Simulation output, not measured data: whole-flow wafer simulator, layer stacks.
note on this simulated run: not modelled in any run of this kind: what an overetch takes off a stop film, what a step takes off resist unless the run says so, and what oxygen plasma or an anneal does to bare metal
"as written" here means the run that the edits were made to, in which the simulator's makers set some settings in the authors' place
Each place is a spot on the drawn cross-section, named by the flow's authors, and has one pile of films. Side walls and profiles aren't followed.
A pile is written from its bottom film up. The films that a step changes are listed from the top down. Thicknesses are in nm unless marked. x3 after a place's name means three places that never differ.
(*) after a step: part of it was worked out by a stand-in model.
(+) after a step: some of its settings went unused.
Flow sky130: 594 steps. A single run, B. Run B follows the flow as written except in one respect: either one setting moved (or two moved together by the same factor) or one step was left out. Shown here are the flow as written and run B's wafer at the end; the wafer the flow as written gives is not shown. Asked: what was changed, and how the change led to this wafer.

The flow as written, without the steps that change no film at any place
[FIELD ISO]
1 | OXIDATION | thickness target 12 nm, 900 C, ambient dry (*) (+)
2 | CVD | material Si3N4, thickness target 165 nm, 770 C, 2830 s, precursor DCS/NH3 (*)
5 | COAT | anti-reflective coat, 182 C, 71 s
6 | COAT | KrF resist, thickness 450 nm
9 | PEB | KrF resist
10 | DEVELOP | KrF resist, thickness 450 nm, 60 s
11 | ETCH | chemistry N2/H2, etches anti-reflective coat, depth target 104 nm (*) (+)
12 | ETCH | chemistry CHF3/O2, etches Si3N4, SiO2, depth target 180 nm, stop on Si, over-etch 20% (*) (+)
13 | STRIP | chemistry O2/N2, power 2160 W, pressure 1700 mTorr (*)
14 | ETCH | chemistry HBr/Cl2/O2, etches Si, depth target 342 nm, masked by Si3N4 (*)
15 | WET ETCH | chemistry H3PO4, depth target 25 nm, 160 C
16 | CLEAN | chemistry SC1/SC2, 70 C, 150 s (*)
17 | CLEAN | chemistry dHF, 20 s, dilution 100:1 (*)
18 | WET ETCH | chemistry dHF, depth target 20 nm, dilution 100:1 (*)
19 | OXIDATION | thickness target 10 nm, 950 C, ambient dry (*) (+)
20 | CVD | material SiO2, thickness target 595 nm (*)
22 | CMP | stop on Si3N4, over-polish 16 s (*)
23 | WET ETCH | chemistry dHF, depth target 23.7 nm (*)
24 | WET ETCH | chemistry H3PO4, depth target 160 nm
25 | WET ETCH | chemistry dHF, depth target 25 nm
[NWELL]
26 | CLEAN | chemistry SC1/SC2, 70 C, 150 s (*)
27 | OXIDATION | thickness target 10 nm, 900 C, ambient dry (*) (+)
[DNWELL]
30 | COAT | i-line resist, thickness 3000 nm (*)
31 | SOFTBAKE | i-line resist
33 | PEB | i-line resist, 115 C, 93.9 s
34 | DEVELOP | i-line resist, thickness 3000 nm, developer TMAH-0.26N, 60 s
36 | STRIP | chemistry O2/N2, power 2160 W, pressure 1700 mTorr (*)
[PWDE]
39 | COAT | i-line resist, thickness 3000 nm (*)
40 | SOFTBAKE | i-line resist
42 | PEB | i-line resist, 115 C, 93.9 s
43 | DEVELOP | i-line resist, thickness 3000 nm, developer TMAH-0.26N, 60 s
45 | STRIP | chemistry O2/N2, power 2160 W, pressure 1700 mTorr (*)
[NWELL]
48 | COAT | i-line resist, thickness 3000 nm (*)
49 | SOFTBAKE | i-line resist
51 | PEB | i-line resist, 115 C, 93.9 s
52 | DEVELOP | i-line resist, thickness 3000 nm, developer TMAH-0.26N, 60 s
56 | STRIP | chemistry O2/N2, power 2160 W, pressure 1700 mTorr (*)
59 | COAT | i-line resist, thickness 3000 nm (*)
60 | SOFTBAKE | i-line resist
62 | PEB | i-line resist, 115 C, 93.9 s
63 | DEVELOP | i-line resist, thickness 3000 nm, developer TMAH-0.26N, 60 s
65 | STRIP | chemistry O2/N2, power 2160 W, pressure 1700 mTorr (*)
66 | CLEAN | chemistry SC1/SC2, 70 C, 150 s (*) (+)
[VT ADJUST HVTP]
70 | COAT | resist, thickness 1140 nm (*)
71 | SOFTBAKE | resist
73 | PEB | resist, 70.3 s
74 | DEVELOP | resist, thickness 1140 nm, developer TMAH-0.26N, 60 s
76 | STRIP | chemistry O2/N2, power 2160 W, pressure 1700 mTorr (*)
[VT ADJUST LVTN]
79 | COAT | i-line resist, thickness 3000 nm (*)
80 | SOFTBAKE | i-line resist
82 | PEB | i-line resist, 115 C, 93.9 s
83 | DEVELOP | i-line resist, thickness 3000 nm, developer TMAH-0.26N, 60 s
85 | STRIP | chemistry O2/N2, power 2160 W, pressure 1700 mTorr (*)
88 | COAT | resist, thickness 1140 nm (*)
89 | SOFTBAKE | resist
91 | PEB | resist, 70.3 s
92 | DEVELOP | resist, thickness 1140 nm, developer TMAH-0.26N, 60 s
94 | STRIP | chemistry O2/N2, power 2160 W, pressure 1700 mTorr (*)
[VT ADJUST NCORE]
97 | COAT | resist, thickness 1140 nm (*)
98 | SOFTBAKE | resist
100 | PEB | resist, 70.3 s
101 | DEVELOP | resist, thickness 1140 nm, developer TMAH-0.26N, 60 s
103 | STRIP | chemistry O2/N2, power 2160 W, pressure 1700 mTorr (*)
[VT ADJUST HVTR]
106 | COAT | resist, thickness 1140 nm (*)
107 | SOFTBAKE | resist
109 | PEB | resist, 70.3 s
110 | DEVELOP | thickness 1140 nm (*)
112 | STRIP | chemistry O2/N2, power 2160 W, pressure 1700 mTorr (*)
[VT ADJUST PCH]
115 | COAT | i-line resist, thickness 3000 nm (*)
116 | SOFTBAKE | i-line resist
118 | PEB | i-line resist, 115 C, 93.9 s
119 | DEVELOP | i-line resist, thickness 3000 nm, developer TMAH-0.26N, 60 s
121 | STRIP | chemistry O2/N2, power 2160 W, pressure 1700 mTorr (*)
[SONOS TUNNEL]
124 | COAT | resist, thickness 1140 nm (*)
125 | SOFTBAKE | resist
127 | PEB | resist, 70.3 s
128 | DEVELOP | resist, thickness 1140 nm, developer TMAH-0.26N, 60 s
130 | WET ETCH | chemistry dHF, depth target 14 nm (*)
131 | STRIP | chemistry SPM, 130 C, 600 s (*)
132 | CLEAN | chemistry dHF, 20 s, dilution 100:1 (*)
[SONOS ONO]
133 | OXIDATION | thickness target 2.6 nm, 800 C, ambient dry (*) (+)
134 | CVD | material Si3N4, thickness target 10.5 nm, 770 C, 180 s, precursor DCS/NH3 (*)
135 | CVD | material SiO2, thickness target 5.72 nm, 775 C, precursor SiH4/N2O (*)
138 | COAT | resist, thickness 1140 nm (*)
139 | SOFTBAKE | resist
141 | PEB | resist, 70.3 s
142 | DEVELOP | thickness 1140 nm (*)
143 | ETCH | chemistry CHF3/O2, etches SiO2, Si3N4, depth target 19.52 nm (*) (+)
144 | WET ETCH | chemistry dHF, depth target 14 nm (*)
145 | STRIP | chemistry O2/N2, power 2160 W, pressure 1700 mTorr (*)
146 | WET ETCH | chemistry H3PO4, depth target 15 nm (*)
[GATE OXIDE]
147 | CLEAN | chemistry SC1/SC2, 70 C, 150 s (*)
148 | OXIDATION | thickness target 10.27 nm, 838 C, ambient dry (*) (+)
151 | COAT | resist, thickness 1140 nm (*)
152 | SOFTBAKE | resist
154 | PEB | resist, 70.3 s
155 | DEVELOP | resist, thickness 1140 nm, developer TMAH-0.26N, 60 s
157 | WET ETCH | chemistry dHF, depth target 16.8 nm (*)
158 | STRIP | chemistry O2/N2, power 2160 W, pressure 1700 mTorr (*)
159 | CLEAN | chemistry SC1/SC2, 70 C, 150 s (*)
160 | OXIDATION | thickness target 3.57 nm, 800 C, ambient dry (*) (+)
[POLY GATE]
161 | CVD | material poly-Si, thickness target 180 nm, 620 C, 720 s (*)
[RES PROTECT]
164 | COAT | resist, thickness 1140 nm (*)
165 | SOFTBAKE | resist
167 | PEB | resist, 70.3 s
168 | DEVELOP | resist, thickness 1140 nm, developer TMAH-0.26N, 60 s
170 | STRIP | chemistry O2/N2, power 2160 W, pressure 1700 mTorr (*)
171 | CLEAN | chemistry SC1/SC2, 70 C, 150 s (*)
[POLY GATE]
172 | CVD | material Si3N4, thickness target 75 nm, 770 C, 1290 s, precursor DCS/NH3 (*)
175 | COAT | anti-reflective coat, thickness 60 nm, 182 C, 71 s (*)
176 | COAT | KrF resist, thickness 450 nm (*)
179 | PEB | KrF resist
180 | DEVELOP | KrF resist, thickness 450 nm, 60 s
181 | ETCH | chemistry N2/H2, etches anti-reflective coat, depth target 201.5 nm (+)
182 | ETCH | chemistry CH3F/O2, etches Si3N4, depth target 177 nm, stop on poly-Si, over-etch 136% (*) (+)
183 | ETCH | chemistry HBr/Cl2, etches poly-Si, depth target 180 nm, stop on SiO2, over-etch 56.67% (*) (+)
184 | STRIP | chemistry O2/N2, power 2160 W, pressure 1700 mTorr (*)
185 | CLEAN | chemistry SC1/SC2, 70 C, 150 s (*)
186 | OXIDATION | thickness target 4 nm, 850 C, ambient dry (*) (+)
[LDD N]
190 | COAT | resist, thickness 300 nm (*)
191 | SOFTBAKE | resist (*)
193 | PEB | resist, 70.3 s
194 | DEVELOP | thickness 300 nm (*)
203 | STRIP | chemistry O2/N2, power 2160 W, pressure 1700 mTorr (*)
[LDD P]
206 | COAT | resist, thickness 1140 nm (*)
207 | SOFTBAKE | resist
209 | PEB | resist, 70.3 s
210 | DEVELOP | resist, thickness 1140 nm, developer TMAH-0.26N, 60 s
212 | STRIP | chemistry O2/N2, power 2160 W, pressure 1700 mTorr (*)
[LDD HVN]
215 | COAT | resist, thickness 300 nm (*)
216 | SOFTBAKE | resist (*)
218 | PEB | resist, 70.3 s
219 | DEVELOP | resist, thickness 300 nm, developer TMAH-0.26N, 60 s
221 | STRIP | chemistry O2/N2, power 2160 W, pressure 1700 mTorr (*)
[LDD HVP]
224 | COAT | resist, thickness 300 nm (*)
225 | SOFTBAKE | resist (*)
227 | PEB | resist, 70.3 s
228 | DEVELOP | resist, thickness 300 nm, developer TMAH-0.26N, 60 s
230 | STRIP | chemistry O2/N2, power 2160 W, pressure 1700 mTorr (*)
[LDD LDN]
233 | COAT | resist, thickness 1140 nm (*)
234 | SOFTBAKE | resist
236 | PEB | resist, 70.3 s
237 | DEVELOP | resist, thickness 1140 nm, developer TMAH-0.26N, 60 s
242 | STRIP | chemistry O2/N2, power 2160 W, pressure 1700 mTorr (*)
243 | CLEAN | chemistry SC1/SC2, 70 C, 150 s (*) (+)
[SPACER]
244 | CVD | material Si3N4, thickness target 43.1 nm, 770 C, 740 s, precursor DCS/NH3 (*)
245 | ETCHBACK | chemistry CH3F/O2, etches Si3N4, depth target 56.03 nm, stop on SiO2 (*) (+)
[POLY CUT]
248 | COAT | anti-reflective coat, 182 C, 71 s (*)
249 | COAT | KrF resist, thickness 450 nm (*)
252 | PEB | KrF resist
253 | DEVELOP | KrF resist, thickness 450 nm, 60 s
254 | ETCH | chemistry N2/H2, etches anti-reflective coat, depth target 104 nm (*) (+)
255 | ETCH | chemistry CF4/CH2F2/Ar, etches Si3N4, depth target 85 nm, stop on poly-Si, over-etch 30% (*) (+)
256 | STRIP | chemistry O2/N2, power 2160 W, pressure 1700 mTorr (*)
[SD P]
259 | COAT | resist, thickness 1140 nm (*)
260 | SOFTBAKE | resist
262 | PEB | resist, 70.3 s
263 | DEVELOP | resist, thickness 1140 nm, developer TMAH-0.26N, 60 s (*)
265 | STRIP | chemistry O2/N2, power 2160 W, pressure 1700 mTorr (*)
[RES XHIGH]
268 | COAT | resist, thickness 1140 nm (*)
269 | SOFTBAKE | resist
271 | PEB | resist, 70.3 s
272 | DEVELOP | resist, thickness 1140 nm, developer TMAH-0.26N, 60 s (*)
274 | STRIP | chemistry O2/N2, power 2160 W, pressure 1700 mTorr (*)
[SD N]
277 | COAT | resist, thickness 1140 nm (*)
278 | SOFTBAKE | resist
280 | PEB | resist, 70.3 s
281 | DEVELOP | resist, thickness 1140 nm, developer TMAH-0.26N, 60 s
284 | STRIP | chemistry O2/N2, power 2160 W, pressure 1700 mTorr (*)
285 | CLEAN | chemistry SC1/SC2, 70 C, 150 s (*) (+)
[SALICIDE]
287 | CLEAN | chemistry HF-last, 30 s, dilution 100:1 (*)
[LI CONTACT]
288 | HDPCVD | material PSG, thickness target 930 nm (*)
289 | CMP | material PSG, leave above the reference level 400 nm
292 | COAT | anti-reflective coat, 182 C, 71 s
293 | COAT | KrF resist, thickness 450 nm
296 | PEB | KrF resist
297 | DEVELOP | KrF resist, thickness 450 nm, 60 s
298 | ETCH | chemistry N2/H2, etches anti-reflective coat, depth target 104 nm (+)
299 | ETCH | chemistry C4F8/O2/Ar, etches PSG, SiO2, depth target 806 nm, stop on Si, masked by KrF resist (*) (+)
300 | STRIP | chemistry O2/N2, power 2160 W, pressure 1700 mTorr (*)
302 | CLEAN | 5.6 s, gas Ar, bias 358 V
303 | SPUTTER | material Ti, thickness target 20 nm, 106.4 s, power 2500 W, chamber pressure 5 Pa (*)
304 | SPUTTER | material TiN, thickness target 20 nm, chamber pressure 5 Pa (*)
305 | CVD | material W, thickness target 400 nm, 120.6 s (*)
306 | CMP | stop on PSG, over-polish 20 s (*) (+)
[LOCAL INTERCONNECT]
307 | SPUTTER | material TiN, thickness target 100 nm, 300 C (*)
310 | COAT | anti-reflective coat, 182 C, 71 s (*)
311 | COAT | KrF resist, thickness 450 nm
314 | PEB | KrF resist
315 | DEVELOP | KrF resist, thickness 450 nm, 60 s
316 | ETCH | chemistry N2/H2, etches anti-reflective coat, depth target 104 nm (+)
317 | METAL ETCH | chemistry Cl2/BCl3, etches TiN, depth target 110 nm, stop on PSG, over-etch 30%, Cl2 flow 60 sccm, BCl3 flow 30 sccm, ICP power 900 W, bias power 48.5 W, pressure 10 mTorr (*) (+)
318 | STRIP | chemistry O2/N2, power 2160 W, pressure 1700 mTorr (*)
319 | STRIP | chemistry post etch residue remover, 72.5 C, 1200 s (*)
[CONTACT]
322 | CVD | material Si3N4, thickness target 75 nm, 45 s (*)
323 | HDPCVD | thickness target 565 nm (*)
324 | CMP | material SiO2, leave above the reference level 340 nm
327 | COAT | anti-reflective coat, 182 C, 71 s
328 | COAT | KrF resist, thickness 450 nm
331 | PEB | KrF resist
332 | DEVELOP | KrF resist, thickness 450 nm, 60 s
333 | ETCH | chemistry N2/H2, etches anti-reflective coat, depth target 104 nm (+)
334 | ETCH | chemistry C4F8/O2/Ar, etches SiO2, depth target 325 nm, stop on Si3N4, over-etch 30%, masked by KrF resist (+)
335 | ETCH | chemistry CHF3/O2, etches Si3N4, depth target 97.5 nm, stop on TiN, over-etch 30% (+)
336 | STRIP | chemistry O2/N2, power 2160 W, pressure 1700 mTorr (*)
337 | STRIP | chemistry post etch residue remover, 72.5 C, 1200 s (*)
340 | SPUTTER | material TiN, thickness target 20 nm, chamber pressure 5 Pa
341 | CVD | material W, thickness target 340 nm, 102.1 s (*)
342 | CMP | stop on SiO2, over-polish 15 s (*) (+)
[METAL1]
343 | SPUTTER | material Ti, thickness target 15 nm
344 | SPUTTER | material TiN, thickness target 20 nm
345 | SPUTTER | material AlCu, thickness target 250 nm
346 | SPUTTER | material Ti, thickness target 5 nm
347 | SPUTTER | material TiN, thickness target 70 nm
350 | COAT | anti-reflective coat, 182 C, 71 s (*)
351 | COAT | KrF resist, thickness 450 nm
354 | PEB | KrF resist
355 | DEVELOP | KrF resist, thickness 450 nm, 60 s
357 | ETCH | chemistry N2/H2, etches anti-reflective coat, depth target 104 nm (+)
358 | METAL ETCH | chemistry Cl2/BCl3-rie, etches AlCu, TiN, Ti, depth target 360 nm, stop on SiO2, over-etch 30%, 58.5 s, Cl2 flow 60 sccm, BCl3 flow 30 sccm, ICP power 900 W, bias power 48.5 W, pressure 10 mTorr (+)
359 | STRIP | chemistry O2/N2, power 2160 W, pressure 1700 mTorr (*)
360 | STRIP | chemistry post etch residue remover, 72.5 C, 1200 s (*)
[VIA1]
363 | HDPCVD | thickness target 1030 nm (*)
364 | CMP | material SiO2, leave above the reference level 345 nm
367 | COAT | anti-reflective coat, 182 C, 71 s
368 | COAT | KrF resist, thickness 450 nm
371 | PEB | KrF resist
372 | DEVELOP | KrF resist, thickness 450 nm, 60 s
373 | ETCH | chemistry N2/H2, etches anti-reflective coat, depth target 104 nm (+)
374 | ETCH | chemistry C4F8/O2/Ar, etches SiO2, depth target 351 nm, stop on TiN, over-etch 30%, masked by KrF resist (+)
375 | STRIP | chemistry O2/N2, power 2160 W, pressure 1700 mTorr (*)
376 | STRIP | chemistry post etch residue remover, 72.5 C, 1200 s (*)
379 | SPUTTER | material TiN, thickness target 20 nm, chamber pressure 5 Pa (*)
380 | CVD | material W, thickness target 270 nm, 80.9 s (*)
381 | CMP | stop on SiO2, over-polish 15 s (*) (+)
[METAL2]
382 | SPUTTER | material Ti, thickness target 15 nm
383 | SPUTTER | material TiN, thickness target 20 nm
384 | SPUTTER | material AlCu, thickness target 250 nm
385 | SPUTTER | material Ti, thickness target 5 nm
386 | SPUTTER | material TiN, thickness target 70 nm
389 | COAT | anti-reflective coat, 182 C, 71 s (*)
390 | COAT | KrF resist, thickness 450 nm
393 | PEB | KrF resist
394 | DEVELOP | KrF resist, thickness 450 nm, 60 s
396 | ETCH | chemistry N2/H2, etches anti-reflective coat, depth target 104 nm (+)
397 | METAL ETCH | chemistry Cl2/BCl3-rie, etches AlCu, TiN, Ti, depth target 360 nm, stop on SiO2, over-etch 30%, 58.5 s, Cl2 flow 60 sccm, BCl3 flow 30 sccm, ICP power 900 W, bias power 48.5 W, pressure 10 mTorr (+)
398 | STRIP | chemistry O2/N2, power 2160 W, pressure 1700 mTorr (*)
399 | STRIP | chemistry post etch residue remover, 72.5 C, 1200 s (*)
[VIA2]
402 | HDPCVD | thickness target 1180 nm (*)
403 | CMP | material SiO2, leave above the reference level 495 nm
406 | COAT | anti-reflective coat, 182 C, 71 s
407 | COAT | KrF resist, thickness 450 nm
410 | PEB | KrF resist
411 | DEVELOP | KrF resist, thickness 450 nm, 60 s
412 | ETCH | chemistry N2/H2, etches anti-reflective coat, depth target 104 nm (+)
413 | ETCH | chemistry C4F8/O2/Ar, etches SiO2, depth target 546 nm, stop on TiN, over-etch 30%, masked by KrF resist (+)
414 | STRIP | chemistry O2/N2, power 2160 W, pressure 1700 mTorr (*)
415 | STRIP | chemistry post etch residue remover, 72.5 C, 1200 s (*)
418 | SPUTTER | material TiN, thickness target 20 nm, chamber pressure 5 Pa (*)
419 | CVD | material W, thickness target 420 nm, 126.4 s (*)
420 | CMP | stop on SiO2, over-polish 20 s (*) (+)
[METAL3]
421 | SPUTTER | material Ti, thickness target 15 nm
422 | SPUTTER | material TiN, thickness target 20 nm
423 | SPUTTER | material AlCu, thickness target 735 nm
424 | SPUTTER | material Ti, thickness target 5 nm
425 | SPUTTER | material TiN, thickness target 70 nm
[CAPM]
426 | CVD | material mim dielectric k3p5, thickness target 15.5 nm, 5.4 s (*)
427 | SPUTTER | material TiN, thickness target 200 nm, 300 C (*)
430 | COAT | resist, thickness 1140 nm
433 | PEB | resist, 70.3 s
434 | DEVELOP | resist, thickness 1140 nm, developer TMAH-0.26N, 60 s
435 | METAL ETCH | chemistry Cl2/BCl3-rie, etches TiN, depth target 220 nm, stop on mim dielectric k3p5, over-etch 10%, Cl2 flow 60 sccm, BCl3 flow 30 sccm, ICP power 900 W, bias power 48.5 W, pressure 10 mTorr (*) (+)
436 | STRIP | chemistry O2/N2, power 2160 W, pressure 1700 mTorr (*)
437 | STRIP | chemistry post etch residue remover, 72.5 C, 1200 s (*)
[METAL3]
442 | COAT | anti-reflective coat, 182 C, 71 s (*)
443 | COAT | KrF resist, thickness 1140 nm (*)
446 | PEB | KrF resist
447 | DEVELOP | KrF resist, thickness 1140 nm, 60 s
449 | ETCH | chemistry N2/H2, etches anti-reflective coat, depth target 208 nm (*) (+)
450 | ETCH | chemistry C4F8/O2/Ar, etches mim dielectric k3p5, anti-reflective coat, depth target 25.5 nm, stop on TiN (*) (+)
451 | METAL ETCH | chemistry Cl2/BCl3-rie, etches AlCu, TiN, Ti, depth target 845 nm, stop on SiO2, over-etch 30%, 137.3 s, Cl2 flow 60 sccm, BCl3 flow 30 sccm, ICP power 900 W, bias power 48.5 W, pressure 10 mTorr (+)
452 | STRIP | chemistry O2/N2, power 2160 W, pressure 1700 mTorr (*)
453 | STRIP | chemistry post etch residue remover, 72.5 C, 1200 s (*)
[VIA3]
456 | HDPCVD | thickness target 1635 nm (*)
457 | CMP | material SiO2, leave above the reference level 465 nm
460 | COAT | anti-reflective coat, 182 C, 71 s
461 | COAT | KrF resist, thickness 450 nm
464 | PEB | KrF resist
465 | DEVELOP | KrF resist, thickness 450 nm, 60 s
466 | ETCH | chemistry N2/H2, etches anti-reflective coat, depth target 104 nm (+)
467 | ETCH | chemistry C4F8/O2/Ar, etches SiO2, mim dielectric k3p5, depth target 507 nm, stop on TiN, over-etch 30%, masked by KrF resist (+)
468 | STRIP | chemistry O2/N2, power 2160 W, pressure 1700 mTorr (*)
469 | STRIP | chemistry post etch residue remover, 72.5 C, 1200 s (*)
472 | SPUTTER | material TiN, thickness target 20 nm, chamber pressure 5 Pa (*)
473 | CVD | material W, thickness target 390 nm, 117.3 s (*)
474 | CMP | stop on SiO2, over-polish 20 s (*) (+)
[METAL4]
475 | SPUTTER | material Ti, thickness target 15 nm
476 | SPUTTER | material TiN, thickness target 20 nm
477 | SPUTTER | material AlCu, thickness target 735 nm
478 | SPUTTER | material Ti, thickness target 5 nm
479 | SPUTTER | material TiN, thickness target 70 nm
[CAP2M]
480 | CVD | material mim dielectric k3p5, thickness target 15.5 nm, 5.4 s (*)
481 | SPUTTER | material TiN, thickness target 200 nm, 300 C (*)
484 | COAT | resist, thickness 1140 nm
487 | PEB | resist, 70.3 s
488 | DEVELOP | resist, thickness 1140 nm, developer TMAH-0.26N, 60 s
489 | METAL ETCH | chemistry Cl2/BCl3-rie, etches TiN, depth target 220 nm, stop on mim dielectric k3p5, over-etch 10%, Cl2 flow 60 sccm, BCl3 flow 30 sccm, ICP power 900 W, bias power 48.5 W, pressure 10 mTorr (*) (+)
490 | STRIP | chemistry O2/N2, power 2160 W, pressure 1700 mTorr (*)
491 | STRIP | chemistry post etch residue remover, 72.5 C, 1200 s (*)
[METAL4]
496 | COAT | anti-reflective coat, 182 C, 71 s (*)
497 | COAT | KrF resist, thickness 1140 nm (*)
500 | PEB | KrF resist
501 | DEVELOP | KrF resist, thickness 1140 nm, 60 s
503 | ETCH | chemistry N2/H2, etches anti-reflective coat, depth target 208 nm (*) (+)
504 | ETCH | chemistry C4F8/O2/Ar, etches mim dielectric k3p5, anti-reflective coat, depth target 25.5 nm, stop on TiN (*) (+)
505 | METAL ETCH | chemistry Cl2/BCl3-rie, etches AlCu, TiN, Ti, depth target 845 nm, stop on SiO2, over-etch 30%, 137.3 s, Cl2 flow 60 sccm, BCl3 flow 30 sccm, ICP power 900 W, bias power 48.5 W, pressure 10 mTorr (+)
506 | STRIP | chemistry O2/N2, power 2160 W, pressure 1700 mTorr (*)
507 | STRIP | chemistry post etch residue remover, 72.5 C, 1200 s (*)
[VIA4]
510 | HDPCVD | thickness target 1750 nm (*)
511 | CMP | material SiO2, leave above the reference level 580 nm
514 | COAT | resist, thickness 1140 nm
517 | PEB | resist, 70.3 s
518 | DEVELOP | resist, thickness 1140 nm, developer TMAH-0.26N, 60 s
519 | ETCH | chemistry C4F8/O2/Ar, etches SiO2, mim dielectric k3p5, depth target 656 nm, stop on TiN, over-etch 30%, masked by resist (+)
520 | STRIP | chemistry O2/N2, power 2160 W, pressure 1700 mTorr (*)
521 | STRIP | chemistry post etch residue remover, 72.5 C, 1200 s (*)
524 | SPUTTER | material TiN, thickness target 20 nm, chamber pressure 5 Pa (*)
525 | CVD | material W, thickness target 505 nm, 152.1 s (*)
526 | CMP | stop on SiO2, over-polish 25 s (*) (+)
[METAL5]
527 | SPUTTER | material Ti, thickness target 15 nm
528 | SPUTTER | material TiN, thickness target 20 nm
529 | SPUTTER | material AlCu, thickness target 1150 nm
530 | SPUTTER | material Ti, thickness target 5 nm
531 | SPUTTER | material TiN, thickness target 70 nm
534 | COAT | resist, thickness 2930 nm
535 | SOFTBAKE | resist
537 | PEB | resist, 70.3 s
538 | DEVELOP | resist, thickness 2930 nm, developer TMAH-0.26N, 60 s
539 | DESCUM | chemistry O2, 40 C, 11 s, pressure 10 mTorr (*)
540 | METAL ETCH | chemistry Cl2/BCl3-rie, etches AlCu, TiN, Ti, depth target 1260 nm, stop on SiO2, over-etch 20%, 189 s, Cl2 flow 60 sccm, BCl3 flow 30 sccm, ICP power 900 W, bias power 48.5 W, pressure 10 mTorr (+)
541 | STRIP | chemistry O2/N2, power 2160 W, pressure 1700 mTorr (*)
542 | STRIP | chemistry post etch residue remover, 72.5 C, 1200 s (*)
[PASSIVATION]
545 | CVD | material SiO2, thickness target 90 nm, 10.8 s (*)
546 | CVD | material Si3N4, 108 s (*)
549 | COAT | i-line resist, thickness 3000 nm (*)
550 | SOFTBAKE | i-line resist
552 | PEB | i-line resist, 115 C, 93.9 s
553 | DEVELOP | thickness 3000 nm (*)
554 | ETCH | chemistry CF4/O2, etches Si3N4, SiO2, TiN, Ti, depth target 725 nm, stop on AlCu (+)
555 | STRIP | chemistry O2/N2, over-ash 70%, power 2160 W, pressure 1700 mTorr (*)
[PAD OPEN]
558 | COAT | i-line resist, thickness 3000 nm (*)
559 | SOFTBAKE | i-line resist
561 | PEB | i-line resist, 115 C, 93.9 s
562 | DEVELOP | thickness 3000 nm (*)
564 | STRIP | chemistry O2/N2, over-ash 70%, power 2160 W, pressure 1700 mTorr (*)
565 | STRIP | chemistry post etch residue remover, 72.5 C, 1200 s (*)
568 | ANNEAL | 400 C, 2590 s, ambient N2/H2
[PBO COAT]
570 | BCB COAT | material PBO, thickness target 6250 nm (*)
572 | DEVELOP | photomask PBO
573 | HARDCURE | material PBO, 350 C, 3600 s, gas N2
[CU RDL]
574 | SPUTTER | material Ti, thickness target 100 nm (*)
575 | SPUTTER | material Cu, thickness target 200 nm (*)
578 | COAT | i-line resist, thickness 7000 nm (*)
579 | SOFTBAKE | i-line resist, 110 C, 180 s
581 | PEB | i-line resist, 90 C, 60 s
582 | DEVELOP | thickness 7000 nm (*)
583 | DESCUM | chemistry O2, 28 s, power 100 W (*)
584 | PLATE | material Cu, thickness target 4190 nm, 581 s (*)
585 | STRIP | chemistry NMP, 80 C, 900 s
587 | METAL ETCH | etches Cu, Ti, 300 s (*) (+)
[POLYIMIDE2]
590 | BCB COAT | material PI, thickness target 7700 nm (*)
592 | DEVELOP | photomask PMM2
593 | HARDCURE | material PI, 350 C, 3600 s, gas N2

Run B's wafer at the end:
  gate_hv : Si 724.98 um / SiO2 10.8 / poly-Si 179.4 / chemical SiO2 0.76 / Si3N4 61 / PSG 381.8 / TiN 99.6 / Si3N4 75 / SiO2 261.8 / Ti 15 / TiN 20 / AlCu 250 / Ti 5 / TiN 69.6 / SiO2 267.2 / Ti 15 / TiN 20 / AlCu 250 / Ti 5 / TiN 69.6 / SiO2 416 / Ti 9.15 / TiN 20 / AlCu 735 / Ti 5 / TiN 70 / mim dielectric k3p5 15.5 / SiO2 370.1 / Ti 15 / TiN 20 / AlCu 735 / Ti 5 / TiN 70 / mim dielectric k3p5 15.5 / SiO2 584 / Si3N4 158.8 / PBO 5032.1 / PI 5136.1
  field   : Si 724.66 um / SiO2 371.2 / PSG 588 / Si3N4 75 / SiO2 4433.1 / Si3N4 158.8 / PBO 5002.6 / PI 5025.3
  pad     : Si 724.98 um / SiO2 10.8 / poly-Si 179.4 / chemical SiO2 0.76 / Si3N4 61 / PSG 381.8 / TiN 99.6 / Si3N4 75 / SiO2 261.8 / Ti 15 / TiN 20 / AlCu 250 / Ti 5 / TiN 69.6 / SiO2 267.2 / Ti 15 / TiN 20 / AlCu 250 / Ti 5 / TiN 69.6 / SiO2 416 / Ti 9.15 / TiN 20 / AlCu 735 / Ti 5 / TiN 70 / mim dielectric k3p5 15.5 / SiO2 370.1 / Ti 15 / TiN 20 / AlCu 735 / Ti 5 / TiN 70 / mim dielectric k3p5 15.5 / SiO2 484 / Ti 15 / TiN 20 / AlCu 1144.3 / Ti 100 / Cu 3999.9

The reason: step 421, SPUTTER: thickness target 9.15 nm was run, whereas the flow has thickness target 15 nm.
The wafer lets one read it off: gate_hv has Ti 9.15, and step 421 as written asks for 15 nm.

Step by step, how the change led to this:
  421 | SPUTTER | material Ti, thickness target 15 nm
      field, active, n_well and 188 more: Ti gains 9.15 (new film) (as written it would have been: Ti gains 15 (new film))
  451 | METAL ETCH | chemistry Cl2/BCl3-rie, etches AlCu, TiN, Ti, depth target 845 nm, stop on SiO2, over-etch 30%, 137.3 s, Cl2 flow 60 sccm, BCl3 flow 30 sccm, ICP power 900 W, bias power 48.5 W, pressure 10 mTorr (+)
      field, gate, spacer and 68 more: TiN loses 70 (all of it), Ti loses 5 (all of it), AlCu loses 735 (all of it), TiN loses 20 (all of it), Ti loses 9.15 (all of it), SiO2 loses 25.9 (as written it would have been: TiN loses 70 (all of it), Ti loses 5 (all of it), AlCu loses 735 (all of it), TiN loses 20 (all of it), Ti loses 15 (all of it), SiO2 loses 25.4)
      active, vpp_ln, vpp_iso2 and 11 more: TiN loses 70 (all of it), Ti loses 5 (all of it), AlCu loses 735 (all of it), TiN loses 20 (all of it), Ti loses 9.15 (all of it), SiO2 loses 25.9 (as written it would have been: TiN loses 70 (all of it), Ti loses 5 (all of it), AlCu loses 735 (all of it), TiN loses 20 (all of it), Ti loses 15 (all of it), SiO2 loses 25.3)
